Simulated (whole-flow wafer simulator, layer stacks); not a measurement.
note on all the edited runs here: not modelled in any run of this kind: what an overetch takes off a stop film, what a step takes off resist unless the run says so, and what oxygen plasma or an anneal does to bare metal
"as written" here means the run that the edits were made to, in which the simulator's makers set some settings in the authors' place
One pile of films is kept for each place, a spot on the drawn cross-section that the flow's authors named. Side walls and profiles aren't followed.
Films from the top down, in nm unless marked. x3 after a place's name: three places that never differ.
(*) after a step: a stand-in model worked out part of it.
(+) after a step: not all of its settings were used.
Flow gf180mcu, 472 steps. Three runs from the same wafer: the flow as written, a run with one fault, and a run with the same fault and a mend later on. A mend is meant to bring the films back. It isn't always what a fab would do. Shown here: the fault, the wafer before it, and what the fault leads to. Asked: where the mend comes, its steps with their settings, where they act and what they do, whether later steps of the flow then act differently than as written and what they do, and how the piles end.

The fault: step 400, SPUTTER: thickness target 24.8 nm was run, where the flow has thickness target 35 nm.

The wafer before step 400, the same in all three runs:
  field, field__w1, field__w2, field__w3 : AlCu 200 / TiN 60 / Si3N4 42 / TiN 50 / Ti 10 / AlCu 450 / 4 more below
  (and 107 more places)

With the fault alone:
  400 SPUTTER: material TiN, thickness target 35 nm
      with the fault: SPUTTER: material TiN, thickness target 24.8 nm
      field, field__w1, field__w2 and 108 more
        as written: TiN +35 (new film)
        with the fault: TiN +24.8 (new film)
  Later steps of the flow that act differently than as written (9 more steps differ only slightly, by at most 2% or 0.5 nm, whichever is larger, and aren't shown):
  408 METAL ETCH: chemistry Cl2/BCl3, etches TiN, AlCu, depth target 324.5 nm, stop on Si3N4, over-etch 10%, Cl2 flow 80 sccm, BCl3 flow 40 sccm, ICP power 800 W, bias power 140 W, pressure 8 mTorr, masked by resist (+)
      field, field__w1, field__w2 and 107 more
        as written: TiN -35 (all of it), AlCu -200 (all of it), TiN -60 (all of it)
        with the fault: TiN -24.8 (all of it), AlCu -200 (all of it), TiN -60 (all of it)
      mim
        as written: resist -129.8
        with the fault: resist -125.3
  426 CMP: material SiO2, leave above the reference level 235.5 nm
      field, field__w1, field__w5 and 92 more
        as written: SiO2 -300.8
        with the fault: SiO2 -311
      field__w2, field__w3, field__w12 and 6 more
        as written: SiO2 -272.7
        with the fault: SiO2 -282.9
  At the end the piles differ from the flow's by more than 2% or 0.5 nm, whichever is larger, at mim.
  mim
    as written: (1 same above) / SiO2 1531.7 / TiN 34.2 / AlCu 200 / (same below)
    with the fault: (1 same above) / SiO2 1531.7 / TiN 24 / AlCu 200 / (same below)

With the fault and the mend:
  The mend comes after step 407.
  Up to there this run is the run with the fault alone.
  407a STRIP: chemistry O2/N2, power 2160 W, pressure 1700 mTorr (*)
      mim
        resist -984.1 (all of it)
  407b SPUTTER: material TiN, thickness target 10.2 nm (the flow's step 400 once more, with other settings)
      field, field__w1, field__w2 and 108 more
        TiN +10.2
  407c HMDS: 120 C, 60 s (the flow's step 402 once more)
      changes no film at any place that is followed
  407d COAT: resist, thickness 1000 nm (the flow's step 403 once more)
      field, field__w1, field__w2 and 108 more
        resist +1000 (new film)
  407e SOFTBAKE: resist (the flow's step 404 once more)
      changes no film at any place that is followed
  407f EXPOSE: photomask FuseTop (the flow's step 405 once more)
      changes no film at any place that is followed
  407g PEB: resist, 70.3 s (the flow's step 406 once more)
      field, field__w1, field__w2 and 108 more
        resist -15.9
  407h DEVELOP: thickness 1000 nm, 60 s (the flow's step 407 once more)
      field, field__w1, field__w2 and 107 more
        resist -984.1 (all of it)
  No later step of the flow acts differently than as written at any place that is followed.
  At the end the piles are the same as the flow's at every place that both follow.
